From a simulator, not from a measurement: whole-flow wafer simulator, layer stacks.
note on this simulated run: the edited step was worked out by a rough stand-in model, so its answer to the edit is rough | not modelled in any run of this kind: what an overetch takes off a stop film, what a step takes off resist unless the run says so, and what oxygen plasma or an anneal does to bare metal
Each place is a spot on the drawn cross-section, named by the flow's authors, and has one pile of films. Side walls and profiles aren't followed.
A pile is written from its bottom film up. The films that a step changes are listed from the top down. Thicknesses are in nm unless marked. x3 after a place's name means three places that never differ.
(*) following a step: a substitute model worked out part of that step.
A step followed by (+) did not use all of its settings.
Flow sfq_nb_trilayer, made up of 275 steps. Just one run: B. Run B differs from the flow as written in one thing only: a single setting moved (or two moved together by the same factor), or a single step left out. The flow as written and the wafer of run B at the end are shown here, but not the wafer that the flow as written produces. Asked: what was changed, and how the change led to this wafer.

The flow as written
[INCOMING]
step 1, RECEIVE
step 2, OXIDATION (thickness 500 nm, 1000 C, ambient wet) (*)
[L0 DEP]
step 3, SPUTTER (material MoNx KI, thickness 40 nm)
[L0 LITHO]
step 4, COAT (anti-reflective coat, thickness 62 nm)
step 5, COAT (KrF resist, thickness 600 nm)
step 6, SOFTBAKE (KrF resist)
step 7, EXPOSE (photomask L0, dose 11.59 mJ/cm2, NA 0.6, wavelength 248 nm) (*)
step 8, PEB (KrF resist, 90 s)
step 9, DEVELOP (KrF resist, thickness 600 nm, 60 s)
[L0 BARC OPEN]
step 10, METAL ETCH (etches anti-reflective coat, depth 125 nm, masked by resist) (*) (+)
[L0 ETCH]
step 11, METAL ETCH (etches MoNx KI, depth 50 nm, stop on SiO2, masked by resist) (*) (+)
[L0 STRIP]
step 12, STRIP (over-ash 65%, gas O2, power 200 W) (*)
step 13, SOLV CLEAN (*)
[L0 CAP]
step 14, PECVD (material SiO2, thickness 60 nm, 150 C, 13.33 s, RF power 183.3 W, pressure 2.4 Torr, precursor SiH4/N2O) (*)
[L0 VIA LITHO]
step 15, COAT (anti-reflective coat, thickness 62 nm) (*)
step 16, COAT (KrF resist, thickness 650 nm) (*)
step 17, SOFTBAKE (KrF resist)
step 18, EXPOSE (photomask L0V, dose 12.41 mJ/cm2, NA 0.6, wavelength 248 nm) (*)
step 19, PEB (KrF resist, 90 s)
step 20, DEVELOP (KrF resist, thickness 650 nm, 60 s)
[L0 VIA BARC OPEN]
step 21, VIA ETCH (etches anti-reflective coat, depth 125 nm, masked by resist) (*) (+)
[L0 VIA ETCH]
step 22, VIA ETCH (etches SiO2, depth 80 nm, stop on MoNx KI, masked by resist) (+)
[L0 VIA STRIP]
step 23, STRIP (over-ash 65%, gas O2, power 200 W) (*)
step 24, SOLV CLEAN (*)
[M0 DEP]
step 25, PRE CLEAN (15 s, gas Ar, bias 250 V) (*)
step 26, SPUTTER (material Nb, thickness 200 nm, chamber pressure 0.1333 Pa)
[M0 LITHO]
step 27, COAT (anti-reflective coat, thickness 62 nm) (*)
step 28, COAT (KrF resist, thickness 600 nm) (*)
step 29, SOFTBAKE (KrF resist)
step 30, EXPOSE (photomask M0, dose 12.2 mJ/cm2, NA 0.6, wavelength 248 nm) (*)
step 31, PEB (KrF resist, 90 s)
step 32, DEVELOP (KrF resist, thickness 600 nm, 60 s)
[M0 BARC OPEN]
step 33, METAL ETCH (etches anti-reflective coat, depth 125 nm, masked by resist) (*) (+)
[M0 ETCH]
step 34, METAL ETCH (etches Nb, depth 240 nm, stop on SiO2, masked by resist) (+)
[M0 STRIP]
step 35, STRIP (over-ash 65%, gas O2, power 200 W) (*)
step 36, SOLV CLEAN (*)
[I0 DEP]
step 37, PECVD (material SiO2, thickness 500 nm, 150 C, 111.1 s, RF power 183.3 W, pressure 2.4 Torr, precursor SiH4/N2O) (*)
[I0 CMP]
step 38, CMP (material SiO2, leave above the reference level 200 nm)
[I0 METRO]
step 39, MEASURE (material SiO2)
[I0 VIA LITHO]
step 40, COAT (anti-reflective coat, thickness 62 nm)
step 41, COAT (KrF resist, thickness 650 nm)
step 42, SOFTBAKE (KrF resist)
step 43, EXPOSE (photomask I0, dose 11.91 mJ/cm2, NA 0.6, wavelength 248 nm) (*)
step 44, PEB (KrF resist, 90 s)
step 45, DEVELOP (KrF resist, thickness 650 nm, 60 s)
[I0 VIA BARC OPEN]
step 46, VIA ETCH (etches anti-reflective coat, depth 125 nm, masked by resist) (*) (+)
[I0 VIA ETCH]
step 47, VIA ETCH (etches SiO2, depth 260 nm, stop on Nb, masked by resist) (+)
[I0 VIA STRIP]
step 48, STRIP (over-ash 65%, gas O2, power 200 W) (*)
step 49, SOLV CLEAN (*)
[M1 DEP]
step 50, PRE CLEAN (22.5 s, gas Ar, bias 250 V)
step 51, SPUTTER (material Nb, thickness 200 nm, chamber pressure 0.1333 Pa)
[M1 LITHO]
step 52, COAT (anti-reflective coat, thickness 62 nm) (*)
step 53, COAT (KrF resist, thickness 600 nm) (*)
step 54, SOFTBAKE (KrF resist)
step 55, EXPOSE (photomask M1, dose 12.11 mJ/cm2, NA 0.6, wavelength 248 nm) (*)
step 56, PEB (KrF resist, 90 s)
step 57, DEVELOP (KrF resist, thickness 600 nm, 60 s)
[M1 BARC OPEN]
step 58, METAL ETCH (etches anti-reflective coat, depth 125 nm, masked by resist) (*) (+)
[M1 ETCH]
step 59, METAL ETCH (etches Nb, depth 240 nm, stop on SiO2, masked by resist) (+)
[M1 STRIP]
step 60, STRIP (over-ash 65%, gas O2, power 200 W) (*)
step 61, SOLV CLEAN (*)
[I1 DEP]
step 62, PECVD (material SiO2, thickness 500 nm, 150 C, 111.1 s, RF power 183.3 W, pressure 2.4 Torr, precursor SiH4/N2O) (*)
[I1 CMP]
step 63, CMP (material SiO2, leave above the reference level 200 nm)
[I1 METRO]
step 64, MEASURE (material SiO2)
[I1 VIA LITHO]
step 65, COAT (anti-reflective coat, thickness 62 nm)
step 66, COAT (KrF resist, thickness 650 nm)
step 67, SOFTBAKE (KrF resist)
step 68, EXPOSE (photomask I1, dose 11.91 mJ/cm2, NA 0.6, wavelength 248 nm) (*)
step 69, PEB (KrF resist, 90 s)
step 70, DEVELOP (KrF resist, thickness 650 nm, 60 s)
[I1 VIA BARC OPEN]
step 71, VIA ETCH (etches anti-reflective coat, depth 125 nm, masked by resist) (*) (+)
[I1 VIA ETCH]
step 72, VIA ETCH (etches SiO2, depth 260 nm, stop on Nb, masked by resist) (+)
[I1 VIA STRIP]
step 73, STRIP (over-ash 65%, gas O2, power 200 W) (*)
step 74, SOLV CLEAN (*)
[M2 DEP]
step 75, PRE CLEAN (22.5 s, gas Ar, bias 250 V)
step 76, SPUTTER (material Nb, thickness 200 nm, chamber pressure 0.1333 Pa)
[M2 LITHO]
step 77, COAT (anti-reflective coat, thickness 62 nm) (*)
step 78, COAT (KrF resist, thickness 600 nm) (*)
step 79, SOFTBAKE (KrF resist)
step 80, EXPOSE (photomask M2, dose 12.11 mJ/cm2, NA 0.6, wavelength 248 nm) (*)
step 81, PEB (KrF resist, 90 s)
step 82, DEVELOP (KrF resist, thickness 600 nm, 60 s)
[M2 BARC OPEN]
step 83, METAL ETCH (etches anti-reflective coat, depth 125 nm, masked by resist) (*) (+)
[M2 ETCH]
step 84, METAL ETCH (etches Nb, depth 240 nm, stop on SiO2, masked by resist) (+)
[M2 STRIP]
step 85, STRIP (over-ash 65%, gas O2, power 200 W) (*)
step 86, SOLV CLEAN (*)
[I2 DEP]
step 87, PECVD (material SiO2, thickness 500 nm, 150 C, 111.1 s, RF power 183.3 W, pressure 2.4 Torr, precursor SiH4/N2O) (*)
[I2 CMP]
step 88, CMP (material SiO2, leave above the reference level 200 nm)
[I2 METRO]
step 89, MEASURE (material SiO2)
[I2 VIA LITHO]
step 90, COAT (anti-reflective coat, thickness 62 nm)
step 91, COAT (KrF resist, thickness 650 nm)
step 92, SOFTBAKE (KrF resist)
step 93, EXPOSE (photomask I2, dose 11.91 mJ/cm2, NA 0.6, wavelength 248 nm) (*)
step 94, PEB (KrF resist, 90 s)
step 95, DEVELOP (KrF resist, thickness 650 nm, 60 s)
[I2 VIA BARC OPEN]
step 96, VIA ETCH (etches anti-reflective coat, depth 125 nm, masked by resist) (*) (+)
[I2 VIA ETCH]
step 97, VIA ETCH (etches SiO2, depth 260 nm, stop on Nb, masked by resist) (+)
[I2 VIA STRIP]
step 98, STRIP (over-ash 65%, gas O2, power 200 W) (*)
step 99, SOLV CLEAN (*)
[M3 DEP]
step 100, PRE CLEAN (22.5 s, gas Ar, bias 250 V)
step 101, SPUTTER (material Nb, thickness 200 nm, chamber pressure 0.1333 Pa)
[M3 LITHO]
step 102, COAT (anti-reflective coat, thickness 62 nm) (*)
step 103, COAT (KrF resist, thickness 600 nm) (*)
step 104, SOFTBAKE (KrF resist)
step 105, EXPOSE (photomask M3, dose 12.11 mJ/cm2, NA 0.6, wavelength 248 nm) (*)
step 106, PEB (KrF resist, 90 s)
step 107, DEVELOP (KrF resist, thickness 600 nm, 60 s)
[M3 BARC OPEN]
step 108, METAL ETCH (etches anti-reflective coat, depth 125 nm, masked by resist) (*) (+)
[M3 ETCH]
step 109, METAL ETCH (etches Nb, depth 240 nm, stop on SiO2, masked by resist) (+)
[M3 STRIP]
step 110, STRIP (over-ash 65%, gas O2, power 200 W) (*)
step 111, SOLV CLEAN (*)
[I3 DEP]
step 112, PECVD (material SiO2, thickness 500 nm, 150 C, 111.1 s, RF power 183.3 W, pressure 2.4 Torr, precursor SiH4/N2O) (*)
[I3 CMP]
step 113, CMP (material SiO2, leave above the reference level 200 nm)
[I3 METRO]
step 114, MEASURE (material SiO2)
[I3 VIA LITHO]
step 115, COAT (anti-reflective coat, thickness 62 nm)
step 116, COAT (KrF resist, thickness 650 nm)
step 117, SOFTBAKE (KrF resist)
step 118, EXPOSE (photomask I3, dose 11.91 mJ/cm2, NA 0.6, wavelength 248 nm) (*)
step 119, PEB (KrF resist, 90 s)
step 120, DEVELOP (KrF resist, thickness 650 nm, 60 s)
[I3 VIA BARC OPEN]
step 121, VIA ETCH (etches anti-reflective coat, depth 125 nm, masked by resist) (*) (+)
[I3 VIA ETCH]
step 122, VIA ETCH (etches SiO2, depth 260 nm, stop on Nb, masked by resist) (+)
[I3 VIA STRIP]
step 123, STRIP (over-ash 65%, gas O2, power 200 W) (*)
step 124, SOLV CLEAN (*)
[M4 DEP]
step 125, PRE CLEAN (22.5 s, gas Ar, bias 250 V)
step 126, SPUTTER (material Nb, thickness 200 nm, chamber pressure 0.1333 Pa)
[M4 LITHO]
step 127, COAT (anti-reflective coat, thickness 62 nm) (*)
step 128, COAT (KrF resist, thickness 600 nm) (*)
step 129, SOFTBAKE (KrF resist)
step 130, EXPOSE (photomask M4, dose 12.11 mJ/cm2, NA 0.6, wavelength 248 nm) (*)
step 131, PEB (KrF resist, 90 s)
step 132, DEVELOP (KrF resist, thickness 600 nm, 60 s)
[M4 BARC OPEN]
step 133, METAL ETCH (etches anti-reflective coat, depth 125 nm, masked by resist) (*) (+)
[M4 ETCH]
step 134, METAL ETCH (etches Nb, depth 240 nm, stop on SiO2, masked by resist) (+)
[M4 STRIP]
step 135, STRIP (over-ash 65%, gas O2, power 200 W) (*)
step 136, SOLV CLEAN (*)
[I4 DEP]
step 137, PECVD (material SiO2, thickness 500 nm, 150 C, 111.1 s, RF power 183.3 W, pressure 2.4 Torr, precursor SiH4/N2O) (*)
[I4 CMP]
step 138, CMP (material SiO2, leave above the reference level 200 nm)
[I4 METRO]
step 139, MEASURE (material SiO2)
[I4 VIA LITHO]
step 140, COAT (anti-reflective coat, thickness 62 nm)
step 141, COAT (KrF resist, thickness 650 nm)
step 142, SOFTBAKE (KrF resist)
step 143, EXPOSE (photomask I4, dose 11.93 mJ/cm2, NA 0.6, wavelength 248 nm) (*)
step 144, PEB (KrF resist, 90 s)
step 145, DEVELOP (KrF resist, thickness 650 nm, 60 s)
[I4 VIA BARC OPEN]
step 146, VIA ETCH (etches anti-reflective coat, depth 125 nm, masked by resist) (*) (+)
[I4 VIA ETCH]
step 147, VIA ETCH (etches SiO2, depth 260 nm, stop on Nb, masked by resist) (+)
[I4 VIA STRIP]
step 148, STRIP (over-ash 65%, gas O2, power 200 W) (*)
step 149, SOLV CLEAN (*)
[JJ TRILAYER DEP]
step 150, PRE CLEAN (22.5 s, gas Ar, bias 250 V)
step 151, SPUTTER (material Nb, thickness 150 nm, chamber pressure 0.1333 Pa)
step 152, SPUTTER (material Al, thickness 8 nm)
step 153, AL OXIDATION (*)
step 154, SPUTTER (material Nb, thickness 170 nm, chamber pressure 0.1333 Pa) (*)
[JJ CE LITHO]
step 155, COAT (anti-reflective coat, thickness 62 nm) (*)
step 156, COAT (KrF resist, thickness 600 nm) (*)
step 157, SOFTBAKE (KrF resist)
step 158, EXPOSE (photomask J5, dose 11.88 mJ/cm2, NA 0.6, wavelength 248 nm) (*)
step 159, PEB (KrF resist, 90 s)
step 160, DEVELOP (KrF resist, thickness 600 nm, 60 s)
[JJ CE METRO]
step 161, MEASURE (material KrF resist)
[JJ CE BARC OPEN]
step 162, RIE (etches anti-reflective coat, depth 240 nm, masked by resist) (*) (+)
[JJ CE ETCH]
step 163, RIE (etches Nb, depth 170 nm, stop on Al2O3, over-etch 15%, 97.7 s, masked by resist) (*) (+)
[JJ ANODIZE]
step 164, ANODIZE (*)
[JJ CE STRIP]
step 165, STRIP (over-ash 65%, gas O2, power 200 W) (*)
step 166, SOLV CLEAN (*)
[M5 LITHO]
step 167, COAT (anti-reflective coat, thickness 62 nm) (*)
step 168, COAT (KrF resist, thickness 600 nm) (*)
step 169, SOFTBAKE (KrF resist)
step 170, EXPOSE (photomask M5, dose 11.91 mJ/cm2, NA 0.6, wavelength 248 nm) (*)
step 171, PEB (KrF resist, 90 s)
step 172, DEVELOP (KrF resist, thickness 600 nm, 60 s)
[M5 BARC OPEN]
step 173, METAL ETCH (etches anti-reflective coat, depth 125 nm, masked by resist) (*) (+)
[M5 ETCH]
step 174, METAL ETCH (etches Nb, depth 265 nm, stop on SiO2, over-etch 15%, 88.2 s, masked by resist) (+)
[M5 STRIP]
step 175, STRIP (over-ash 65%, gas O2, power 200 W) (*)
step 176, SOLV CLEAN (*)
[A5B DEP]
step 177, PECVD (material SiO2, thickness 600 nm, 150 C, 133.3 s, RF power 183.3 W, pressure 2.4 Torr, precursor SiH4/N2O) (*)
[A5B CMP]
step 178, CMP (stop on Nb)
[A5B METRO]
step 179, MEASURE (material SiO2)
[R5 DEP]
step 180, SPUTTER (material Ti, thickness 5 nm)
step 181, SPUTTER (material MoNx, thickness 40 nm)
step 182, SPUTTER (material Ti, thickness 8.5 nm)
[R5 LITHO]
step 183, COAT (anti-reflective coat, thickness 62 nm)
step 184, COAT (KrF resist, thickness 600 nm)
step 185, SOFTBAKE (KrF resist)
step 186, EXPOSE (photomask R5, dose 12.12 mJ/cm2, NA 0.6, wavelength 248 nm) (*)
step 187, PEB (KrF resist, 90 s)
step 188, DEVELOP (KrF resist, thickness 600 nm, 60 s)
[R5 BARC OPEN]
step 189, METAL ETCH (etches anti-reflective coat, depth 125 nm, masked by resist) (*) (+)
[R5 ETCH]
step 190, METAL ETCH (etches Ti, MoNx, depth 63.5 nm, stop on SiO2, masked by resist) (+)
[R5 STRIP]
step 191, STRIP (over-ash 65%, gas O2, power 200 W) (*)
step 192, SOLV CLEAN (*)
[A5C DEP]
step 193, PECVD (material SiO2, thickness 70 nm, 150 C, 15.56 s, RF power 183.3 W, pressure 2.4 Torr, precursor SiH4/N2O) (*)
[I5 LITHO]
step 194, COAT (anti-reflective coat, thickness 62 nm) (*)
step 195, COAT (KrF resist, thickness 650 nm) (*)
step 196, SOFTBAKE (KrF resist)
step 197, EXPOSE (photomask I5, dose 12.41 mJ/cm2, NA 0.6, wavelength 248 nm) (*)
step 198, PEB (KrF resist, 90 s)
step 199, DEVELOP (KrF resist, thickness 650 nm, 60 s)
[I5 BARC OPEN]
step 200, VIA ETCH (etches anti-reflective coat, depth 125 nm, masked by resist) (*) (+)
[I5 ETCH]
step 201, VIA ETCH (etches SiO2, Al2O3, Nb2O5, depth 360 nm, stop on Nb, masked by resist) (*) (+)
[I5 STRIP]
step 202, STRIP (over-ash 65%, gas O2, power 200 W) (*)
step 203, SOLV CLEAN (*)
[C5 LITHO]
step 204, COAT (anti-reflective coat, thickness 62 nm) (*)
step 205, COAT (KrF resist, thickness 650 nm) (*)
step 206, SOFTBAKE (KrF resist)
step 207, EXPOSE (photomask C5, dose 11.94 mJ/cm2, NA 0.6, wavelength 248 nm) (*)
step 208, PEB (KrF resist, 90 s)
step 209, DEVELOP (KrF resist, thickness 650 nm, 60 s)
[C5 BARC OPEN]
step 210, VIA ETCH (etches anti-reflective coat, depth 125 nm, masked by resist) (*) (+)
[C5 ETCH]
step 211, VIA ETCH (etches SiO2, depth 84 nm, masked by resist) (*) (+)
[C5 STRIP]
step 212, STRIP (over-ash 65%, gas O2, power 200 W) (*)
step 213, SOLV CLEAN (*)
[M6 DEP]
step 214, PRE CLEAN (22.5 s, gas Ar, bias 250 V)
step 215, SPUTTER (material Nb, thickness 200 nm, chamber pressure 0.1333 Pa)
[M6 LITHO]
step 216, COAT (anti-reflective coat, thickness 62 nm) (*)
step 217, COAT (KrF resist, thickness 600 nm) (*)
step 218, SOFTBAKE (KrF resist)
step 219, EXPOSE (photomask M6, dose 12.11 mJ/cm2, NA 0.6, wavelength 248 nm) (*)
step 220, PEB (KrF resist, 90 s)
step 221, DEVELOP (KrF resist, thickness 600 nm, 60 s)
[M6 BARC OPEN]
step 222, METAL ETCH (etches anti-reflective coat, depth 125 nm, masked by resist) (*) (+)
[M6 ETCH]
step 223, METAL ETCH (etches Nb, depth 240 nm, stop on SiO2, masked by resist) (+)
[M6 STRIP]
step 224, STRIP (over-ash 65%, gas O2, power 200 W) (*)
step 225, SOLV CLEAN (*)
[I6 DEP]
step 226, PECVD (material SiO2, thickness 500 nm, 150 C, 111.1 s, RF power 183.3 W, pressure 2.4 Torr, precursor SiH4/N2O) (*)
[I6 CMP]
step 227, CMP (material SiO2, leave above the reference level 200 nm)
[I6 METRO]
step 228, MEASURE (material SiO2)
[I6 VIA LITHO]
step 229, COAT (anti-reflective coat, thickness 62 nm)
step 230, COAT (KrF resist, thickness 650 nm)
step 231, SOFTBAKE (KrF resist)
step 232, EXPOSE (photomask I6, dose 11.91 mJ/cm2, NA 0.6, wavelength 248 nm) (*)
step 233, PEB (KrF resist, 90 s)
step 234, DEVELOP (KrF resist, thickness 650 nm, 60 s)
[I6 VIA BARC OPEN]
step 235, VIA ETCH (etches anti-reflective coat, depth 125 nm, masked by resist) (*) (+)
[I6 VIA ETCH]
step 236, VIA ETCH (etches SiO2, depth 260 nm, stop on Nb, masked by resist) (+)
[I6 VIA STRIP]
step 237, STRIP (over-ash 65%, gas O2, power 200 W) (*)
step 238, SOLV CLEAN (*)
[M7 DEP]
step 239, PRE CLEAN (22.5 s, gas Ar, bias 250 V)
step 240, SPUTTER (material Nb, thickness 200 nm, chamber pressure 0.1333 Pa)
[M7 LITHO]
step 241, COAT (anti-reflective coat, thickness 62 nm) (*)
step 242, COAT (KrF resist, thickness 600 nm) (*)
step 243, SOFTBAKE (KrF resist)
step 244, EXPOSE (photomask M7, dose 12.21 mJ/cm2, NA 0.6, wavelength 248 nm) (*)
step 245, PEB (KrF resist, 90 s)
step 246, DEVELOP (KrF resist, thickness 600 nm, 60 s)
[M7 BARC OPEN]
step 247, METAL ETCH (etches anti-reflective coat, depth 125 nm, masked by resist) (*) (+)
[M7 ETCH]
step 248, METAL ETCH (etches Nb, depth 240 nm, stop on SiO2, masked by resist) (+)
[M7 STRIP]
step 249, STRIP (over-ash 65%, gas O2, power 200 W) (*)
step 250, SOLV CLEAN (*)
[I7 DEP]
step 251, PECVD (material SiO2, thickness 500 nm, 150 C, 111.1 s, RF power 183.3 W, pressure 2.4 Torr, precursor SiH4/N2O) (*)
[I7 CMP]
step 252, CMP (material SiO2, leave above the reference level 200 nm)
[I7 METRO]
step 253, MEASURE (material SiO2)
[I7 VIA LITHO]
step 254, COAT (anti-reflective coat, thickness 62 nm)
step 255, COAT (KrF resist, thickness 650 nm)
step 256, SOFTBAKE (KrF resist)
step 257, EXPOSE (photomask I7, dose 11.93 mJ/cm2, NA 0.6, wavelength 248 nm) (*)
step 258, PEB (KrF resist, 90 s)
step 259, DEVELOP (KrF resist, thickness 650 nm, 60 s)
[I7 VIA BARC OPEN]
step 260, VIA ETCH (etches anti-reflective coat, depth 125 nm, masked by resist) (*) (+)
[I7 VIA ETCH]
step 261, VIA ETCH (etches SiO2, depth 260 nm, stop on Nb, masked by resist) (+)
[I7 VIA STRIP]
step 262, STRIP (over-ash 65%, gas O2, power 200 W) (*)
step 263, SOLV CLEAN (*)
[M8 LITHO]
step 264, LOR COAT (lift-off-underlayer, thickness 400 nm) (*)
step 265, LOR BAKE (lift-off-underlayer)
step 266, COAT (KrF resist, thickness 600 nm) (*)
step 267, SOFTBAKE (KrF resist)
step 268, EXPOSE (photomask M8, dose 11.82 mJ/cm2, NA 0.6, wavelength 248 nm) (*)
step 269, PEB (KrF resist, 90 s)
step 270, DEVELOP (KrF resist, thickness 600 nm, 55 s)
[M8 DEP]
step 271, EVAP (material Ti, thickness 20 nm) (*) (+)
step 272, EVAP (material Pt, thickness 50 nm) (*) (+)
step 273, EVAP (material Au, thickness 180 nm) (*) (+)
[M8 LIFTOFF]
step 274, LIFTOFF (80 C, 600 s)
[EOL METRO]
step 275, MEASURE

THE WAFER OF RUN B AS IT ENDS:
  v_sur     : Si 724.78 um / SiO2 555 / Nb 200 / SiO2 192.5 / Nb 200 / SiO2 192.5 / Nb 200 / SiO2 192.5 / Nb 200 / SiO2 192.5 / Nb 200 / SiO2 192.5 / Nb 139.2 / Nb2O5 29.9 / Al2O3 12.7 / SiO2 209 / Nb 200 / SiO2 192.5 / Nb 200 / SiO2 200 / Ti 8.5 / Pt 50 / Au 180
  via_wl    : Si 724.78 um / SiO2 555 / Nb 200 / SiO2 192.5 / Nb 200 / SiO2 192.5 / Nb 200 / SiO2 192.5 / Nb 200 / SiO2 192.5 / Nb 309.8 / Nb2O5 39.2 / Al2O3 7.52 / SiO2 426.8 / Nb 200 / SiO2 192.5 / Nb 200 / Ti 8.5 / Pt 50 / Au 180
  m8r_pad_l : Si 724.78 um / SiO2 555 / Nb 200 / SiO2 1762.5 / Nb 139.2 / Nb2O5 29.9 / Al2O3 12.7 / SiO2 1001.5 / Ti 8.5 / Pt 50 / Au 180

The reason: step 271, EVAP: thickness 8.5 nm was run, though the flow has thickness 20 nm.
The wafer lets one read it off: v_sur has Ti 8.5, and step 271 as written asks for 20 nm.

How this came from the change, step by step:
  step 271, EVAP (material Ti, thickness 20 nm) (*) (+)
      field_l, v_sur, via_wl and 103 more: +8.5 Ti (new film) (in the flow as written it would be: +20 Ti (new film))
  step 274, LIFTOFF (80 C, 600 s)
      p4_fl, p4_fm, p4_w1 and 71 more: -180 Au (all of it), -50 Pt (all of it), -8.5 Ti (all of it), -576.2 KrF resist (all of it), -400 lift-off-underlayer (all of it) (in the flow as written it would be: -180 Au (all of it), -50 Pt (all of it), -20 Ti (all of it), -576.2 KrF resist (all of it), -400 lift-off-underlayer (all of it))
      c5j, ce_r: -180 Au (all of it), -50 Pt (all of it), -8.5 Ti (all of it), -573.3 KrF resist (all of it), -399.3 lift-off-underlayer (all of it) (in the flow as written it would be: -180 Au (all of it), -50 Pt (all of it), -20 Ti (all of it), -573.3 KrF resist (all of it), -399.3 lift-off-underlayer (all of it))
      (also at 19 further places)
